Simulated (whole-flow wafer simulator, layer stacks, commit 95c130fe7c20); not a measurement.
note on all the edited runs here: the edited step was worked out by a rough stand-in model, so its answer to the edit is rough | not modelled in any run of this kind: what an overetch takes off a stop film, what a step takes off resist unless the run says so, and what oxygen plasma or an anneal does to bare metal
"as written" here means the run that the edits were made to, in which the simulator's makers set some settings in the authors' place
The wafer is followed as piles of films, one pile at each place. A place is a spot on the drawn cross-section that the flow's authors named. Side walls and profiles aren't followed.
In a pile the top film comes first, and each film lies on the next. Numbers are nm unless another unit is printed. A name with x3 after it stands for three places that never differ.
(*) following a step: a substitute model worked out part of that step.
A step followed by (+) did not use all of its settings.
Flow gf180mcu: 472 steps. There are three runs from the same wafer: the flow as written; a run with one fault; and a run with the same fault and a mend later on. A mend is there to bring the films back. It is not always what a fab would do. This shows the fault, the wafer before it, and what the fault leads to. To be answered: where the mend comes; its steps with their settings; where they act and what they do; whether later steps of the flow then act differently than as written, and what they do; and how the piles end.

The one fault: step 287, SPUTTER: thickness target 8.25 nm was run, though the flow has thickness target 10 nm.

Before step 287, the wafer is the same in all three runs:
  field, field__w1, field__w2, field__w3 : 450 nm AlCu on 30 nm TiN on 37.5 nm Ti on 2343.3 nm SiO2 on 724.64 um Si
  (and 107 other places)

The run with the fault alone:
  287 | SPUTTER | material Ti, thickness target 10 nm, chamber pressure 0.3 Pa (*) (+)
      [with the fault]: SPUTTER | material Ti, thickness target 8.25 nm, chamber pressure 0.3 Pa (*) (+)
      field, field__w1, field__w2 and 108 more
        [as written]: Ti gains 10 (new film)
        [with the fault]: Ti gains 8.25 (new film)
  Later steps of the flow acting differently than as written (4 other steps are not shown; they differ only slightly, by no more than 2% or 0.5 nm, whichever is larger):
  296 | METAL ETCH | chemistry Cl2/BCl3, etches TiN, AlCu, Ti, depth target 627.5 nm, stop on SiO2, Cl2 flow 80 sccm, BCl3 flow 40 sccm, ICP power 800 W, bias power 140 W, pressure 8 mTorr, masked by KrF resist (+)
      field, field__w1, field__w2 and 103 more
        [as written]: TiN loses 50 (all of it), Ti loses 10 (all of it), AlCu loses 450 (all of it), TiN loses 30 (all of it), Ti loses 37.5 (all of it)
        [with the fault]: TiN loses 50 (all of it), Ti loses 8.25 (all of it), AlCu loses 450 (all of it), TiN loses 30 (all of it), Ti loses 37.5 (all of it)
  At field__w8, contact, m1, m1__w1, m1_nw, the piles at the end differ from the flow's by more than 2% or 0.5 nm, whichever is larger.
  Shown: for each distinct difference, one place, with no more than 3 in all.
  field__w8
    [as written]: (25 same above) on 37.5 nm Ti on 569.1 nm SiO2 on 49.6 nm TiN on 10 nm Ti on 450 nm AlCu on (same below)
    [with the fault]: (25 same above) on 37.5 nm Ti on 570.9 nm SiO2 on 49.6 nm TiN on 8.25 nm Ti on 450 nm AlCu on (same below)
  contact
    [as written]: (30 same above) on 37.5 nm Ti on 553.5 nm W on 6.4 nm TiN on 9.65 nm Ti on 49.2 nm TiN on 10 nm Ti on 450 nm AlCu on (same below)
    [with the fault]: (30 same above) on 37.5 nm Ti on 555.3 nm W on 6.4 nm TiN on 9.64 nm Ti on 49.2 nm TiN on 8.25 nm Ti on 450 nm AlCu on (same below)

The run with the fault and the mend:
  After step 287 comes the mend.
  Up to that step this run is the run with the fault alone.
  287a | SPUTTER | material Ti, thickness target 1.75 nm, chamber pressure 0.3 Pa (*) (+) (the flow's step 287, run once more with other settings)
      field, field__w1, field__w2 and 108 more
        Ti gains 1.75
  Every later step of the flow that is run acts as written at every place that is followed.
  By the end, the piles equal the flow's at every place that both follow.
